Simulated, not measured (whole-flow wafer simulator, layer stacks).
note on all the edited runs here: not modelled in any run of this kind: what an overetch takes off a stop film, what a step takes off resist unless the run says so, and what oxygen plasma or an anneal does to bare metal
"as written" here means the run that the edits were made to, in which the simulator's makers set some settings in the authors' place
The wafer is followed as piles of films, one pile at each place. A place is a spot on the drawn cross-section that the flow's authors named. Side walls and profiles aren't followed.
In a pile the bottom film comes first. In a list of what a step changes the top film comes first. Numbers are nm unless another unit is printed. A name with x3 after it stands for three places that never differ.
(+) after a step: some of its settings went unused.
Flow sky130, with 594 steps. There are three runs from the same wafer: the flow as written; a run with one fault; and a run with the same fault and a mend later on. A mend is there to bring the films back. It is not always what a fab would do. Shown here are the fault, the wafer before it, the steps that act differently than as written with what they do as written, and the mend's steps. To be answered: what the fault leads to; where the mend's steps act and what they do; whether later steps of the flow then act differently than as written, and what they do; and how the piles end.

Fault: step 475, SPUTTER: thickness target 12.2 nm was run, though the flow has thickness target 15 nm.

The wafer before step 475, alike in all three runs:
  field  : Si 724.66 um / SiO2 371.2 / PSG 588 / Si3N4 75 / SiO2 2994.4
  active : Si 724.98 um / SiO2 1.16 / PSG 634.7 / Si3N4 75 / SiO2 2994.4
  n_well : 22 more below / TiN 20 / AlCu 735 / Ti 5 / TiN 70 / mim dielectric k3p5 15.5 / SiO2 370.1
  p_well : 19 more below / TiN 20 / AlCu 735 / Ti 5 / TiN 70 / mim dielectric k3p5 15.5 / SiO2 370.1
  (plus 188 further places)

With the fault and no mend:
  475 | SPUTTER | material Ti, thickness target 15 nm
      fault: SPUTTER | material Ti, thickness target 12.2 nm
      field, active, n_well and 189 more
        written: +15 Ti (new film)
        fault: +12.2 Ti (new film)
  Later steps of the flow acting differently than as written (not shown: 9 more steps that differ only slightly, by at most 2% or 0.5 nm, whichever is larger):
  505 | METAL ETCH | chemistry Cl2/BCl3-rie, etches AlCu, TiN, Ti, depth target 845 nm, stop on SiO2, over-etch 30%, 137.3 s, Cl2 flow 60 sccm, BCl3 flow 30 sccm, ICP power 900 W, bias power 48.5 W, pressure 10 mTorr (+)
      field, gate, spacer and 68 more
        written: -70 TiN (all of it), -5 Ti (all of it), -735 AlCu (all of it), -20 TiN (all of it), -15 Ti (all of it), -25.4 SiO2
        fault: -70 TiN (all of it), -5 Ti (all of it), -735 AlCu (all of it), -20 TiN (all of it), -12.2 Ti (all of it), -25.6 SiO2
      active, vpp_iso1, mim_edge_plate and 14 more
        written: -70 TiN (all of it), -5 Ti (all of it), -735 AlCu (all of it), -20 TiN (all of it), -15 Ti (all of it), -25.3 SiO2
        fault: -70 TiN (all of it), -5 Ti (all of it), -735 AlCu (all of it), -20 TiN (all of it), -12.2 Ti (all of it), -25.6 SiO2
  By the end, the piles at n_well, p_well, gate_hv and 102 more depart from the flow's by more than 2% or 0.5 nm, whichever is larger.
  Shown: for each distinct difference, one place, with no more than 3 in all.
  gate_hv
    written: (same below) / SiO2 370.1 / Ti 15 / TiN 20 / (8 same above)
    fault: (same below) / SiO2 370.1 / Ti 12.2 / TiN 20 / (8 same above)
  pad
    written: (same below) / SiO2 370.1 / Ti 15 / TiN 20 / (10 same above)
    fault: (same below) / SiO2 370.1 / Ti 12.2 / TiN 20 / (10 same above)
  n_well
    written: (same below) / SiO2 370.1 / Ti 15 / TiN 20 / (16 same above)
    fault: (same below) / SiO2 370.1 / Ti 12.2 / TiN 20 / (16 same above)

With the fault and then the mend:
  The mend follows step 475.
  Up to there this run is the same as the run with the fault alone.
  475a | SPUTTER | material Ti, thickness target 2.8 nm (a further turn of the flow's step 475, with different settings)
      field, active, n_well and 189 more
        +2.8 Ti
  None of the later steps of the flow acts differently than as written at any place that is followed.
  At every place that both follow, the piles at the end match the flow's.
